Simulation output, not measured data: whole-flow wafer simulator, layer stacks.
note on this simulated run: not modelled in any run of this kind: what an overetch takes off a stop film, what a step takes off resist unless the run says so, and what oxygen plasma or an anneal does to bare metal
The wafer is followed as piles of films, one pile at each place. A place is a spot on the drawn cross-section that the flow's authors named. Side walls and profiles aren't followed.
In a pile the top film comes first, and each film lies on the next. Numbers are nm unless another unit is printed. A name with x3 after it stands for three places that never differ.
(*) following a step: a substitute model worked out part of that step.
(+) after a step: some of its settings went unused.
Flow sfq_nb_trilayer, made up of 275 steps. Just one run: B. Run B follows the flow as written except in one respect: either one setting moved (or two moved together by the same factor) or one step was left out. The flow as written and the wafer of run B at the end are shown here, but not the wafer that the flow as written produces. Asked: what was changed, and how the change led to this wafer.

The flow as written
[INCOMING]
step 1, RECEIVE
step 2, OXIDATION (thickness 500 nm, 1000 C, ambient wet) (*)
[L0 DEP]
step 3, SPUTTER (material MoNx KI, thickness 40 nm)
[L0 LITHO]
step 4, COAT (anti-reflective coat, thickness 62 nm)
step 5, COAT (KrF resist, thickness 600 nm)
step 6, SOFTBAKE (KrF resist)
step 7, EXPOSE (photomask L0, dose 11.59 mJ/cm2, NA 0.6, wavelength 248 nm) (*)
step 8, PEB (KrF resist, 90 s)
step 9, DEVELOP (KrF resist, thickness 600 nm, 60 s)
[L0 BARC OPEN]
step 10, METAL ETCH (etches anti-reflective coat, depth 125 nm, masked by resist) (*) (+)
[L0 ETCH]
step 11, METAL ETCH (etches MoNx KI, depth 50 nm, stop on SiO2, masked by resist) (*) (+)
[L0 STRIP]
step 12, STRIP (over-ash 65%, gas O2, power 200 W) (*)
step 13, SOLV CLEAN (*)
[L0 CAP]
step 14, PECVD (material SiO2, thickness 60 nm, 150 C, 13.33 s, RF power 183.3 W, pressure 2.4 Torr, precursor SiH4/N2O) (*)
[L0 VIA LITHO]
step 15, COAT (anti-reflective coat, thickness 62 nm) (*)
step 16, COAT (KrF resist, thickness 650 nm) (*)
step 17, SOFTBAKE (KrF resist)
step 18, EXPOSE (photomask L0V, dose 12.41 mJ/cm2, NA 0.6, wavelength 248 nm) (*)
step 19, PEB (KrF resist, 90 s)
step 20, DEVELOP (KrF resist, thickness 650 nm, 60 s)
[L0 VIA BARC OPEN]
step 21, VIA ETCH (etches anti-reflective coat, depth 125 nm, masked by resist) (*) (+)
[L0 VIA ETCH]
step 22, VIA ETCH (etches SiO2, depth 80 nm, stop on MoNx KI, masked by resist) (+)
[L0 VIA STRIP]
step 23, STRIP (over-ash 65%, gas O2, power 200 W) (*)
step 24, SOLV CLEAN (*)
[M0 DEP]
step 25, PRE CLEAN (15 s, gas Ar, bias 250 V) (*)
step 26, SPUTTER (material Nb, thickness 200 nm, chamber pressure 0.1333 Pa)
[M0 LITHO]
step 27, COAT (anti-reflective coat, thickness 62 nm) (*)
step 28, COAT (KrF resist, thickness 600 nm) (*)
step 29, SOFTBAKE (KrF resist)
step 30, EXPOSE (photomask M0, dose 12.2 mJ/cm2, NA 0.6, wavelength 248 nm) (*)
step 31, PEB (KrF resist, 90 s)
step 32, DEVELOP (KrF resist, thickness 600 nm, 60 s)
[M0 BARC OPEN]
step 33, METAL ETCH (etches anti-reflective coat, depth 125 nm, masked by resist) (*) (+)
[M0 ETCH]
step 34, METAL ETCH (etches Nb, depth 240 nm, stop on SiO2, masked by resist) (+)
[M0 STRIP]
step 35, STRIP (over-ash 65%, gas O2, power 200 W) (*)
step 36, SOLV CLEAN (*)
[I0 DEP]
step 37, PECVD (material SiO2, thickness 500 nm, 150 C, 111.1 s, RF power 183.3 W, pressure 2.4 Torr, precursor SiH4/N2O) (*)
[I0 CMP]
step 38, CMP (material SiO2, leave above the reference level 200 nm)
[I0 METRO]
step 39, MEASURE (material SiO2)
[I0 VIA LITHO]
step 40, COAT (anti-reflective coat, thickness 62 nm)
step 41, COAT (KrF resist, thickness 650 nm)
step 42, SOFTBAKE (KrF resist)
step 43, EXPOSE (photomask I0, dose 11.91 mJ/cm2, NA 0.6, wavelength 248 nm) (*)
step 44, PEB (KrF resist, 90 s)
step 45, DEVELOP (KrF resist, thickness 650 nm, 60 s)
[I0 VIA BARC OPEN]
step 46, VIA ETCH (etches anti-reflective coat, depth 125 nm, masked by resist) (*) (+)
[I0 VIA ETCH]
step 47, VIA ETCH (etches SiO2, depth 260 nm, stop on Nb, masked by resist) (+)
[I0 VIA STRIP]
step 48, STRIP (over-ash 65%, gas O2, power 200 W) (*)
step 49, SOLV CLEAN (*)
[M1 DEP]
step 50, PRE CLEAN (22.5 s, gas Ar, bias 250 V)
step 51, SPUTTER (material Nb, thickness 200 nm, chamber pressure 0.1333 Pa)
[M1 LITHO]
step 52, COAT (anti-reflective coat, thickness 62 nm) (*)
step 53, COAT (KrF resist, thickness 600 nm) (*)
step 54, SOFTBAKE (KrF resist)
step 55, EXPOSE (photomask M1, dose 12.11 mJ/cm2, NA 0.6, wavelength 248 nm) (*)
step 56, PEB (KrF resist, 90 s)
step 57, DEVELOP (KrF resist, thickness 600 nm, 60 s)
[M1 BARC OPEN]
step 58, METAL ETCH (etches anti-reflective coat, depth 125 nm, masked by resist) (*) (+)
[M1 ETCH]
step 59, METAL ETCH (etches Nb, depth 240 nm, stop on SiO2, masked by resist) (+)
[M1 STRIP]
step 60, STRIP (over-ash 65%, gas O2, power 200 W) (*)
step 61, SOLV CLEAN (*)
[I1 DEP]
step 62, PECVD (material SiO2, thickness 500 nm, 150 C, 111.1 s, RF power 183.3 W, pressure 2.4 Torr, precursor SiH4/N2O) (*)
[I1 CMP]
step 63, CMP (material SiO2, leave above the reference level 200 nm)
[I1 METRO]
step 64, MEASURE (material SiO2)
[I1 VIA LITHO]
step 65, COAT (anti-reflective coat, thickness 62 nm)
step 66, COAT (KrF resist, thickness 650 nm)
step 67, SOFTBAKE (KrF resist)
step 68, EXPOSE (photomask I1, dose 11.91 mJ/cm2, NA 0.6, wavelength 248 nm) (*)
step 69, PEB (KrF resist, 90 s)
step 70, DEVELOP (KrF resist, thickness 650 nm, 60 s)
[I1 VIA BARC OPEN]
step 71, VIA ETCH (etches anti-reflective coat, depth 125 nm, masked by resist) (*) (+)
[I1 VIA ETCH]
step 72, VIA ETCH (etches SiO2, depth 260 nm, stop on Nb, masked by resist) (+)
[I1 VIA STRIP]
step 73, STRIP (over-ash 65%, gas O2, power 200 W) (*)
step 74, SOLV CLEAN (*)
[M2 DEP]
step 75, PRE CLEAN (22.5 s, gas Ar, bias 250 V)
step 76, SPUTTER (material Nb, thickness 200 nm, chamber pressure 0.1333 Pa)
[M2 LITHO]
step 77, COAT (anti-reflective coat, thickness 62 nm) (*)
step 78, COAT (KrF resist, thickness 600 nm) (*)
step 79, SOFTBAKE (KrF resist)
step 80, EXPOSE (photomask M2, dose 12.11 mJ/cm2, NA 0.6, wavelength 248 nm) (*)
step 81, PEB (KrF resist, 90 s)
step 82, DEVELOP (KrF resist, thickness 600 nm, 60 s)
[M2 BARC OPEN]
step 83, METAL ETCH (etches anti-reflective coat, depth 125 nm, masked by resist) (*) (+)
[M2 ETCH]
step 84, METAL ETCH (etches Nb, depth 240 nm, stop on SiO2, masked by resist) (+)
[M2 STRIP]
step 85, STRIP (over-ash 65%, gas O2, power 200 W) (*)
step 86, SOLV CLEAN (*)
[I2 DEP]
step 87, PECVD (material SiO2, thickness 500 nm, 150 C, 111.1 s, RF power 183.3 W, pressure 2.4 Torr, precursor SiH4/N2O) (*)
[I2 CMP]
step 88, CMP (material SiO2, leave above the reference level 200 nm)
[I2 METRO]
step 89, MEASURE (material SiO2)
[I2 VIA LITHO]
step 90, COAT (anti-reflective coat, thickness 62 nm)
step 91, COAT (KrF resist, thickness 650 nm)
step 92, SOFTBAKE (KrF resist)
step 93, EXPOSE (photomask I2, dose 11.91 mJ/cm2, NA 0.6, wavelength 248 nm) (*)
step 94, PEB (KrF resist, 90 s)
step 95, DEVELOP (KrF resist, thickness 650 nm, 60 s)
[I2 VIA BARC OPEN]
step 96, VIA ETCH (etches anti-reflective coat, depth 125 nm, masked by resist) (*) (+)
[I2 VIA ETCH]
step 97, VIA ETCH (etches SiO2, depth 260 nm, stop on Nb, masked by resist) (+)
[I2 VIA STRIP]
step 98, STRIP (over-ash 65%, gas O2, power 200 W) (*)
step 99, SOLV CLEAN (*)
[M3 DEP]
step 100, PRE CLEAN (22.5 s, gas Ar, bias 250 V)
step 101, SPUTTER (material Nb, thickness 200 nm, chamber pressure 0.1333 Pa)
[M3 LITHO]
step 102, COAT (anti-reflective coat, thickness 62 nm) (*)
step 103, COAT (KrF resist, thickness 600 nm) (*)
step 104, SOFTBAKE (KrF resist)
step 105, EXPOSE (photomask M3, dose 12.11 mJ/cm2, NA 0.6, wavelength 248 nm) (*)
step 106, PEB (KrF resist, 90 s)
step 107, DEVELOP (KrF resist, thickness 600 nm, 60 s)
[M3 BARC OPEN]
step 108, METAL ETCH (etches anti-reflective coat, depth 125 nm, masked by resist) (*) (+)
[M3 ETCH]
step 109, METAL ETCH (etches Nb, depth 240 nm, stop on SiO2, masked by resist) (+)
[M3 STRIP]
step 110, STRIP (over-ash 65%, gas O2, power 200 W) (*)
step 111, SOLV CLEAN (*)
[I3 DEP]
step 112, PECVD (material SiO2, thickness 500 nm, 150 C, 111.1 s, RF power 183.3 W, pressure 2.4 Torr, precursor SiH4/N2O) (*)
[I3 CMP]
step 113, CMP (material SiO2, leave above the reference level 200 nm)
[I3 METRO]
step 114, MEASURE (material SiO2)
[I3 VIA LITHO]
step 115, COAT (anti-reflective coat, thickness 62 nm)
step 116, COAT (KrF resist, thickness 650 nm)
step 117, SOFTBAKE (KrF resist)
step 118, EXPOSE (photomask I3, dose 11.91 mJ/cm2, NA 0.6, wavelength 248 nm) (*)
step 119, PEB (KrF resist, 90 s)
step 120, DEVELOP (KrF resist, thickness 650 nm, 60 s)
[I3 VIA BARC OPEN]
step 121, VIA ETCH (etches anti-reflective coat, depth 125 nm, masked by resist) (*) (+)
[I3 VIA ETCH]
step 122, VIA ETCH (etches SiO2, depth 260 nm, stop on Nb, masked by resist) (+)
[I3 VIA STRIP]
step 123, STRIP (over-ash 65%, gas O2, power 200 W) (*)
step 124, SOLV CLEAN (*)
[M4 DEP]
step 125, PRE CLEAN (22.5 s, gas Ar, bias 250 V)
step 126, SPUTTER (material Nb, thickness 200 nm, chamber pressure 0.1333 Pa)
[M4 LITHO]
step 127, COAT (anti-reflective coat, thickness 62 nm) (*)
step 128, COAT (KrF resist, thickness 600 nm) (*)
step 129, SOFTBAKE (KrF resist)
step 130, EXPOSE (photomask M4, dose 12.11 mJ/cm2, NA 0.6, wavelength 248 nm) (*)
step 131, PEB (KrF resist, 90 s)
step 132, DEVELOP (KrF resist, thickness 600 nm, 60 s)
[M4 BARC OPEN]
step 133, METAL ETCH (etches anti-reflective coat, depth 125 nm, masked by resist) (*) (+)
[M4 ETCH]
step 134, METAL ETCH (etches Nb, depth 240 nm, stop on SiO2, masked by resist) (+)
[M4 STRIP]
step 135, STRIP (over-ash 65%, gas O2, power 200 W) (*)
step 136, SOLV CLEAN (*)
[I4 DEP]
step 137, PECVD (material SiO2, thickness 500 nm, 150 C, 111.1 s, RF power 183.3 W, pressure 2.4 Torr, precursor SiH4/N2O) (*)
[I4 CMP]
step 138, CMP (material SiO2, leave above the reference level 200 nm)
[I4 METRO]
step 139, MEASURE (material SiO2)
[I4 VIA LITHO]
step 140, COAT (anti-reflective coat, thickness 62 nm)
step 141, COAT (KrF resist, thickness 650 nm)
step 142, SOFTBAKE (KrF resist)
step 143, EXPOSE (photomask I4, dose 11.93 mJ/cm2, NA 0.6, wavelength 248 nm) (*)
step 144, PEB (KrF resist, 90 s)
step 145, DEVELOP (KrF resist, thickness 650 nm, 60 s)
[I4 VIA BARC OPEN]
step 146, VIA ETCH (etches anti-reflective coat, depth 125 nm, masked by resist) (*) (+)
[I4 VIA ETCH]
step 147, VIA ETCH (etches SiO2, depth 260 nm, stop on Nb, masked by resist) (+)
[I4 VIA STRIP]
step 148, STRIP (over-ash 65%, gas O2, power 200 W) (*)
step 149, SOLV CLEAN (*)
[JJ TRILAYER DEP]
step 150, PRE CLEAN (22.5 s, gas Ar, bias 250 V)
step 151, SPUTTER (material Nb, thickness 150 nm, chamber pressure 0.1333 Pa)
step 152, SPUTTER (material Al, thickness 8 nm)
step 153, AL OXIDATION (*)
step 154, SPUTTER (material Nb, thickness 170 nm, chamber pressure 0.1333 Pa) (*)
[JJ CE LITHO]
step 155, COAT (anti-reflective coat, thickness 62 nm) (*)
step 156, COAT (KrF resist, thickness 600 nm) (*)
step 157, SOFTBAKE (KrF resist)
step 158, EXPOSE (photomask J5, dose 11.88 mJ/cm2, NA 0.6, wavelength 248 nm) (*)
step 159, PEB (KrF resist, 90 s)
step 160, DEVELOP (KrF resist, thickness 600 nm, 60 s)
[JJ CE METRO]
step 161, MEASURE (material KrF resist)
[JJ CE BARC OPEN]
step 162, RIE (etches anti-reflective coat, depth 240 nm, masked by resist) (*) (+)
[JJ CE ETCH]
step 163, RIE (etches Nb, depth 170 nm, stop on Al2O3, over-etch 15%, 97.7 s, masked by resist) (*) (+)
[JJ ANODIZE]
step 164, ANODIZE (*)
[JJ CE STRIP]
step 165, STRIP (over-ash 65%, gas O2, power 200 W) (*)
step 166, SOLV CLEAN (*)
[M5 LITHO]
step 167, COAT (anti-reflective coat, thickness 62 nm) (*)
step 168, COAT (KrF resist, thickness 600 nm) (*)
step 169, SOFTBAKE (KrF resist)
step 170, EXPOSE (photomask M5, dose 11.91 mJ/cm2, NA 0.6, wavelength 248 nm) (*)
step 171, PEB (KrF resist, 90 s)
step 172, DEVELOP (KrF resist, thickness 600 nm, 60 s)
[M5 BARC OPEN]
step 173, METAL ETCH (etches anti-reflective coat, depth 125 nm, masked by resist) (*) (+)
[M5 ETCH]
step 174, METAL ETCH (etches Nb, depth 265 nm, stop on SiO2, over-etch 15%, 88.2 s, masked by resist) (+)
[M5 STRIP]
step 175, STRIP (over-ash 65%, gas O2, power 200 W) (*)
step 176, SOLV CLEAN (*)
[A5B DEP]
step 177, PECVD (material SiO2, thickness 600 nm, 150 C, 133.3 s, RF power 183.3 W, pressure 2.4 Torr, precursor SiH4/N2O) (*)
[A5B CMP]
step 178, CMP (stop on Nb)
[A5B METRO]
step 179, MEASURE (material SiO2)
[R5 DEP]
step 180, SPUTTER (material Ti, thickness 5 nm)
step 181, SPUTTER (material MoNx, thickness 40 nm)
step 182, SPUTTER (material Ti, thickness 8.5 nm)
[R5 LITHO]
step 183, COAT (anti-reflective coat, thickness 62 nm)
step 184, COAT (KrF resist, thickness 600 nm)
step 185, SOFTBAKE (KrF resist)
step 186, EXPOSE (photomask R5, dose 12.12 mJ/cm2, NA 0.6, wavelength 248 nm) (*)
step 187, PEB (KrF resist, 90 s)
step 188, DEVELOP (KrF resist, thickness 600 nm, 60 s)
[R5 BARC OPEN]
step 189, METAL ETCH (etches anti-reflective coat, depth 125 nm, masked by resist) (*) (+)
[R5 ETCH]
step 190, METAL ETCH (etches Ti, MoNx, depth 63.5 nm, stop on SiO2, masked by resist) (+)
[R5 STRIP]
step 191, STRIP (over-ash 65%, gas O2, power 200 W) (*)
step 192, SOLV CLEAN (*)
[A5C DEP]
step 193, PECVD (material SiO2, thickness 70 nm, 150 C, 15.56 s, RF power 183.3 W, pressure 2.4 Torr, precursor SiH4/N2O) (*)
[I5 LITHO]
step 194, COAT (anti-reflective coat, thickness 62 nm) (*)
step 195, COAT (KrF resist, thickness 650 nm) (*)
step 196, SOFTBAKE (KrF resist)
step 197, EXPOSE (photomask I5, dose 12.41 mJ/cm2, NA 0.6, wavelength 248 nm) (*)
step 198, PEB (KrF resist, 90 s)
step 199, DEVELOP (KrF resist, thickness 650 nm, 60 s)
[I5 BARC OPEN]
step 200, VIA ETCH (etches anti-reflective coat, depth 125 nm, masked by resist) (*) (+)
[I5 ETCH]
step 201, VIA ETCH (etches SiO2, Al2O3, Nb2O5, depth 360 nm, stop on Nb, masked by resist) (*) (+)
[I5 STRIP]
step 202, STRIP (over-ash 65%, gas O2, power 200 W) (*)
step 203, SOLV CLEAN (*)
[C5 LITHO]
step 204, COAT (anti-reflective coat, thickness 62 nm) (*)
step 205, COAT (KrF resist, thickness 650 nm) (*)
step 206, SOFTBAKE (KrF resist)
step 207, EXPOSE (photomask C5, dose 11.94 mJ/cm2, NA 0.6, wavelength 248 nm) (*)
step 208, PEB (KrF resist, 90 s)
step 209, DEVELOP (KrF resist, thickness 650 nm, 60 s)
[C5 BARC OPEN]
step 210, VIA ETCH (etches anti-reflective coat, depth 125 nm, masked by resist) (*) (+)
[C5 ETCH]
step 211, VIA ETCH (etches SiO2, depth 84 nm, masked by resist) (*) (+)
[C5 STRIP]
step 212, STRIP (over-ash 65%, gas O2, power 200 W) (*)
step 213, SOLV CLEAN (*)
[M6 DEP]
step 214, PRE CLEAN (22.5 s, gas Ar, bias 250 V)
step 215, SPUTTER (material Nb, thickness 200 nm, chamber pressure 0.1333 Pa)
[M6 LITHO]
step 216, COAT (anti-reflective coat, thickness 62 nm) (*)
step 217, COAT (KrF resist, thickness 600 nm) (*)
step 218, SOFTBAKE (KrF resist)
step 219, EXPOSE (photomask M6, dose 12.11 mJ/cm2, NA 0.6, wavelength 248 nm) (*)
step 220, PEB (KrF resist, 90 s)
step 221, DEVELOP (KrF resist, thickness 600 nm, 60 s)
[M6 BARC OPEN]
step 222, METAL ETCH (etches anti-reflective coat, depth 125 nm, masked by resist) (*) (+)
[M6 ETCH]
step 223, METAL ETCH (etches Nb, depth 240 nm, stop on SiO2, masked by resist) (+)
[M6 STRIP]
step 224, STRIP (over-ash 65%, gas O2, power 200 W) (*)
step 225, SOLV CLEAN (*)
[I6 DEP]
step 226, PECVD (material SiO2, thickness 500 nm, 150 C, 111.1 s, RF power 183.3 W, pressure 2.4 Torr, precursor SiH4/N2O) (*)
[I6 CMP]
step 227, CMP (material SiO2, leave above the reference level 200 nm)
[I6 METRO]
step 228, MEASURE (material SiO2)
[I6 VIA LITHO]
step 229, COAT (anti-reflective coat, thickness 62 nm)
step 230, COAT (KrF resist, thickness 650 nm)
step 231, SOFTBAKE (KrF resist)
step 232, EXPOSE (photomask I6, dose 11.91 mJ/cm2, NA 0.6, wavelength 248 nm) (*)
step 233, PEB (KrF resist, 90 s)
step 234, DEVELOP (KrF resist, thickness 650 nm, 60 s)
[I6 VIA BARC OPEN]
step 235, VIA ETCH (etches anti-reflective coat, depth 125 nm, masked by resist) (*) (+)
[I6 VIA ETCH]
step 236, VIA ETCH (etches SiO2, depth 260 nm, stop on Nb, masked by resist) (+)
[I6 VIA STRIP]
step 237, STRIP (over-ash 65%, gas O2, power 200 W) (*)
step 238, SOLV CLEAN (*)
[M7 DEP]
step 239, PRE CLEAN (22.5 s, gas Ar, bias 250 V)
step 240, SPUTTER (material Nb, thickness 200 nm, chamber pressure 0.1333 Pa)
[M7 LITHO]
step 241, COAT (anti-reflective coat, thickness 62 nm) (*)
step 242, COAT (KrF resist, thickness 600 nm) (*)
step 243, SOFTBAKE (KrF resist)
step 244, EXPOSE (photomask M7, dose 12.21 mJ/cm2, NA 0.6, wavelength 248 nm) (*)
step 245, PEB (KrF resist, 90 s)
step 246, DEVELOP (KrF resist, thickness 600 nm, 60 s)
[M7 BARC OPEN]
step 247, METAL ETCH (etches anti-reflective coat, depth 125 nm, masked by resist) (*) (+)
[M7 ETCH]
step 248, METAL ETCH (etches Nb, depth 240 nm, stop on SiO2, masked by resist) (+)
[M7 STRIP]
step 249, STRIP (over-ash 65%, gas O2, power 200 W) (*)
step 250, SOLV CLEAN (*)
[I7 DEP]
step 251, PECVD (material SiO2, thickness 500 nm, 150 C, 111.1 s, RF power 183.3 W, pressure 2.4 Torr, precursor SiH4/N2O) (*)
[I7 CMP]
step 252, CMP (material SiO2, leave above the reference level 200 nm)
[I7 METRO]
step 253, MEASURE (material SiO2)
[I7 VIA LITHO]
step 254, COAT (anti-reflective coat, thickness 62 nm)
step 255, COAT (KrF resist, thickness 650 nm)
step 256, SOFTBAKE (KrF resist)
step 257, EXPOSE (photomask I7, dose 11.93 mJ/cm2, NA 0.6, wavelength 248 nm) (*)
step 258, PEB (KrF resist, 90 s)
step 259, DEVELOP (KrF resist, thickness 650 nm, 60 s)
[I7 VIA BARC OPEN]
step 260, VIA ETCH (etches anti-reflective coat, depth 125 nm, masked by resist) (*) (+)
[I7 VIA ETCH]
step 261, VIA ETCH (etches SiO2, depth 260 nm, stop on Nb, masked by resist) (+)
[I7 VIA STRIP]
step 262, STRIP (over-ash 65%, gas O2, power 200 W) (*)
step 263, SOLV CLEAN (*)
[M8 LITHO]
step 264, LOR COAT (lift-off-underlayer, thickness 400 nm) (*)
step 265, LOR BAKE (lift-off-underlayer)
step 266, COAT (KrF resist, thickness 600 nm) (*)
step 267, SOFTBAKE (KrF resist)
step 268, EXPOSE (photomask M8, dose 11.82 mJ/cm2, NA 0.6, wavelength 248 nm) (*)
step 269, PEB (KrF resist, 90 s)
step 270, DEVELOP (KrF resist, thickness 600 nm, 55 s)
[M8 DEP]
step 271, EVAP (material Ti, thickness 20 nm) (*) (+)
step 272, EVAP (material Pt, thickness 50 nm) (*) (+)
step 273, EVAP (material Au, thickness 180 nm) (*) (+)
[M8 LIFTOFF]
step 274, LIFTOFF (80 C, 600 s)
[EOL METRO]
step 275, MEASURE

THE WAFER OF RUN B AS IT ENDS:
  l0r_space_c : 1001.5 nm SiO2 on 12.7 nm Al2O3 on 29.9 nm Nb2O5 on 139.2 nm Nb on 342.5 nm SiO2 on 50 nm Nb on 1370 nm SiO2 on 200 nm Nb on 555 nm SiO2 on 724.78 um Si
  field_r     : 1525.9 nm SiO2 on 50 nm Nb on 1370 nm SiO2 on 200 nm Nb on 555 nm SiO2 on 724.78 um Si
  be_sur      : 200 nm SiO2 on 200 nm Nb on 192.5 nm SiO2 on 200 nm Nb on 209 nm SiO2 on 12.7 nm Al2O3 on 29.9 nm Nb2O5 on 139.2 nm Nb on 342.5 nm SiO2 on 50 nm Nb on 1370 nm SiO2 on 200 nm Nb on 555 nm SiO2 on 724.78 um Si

What caused this: step 134, METAL ETCH: depth 150 nm was run, whereas the flow has depth 240 nm.

The path from the change to this, step by step:
  step 134, METAL ETCH (etches Nb, depth 240 nm, stop on SiO2, masked by resist) (+)
      field_l, be, be_sur and 64 more: -150 Nb (in the flow as written it would be: -200 Nb (all of it))
      v_sur, via_wl, via_w and 36 more: -88.2 KrF resist (in the flow as written it would be: -141.2 KrF resist)
  step 135, STRIP (over-ash 65%, gas O2, power 200 W) (*)
      p4_fl, p4_fm, p4_w1 and 26 more: -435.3 KrF resist (all of it), -62 anti-reflective coat (all of it) (in the flow as written it would be: -382.4 KrF resist (all of it), -62 anti-reflective coat (all of it))
      lsp_m, ln_m6: -434.9 KrF resist (all of it), -61.8 anti-reflective coat (all of it) (in the flow as written it would be: -381.9 KrF resist (all of it), -61.8 anti-reflective coat (all of it))
      (also at 8 further places)
  step 137, PECVD (material SiO2, thickness 500 nm, 150 C, 111.1 s, RF power 183.3 W, pressure 2.4 Torr, precursor SiH4/N2O) (*)
      field_l, be, be_sur and 55 more: +500 SiO2 (new film) (in the flow as written it would be: +500 SiO2)
      p3_s0, p3_s1, p3_s2, p3_s3, p3_s4, p3_s5: +507.1 SiO2 (new film) (in the flow as written it would be: +557.1 SiO2)
      (also at 3 further places)
  step 138, CMP (material SiO2, leave above the reference level 200 nm)
      field_l, be, be_sur and 55 more: -150 SiO2 (in the flow as written it would be: -100 SiO2)
      lsp_r, l0_sur, l0v: -143.9 SiO2 (in the flow as written it would be: -91.9 SiO2)
If metal films that touch count as one body, l0r_space_c has 3 bodies (between them, from the top down: SiO2 342.5; SiO2 1370); the flow as written gives 2 bodies (between them, from the top down: SiO2 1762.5).
If metal films that touch count as one body, field_r has 2 bodies (between them, from the top down: SiO2 1370); the flow as written gives 1 body.
If metal films that touch count as one body, be_sur has 5 bodies (between them, from the top down: SiO2 192.5; SiO2 209 / Al2O3 12.7 / Nb2O5 29.9; SiO2 342.5; SiO2 1370); the flow as written gives 4 bodies (between them, from the top down: SiO2 192.5; SiO2 209 / Al2O3 12.7 / Nb2O5 29.9; SiO2 1762.5).
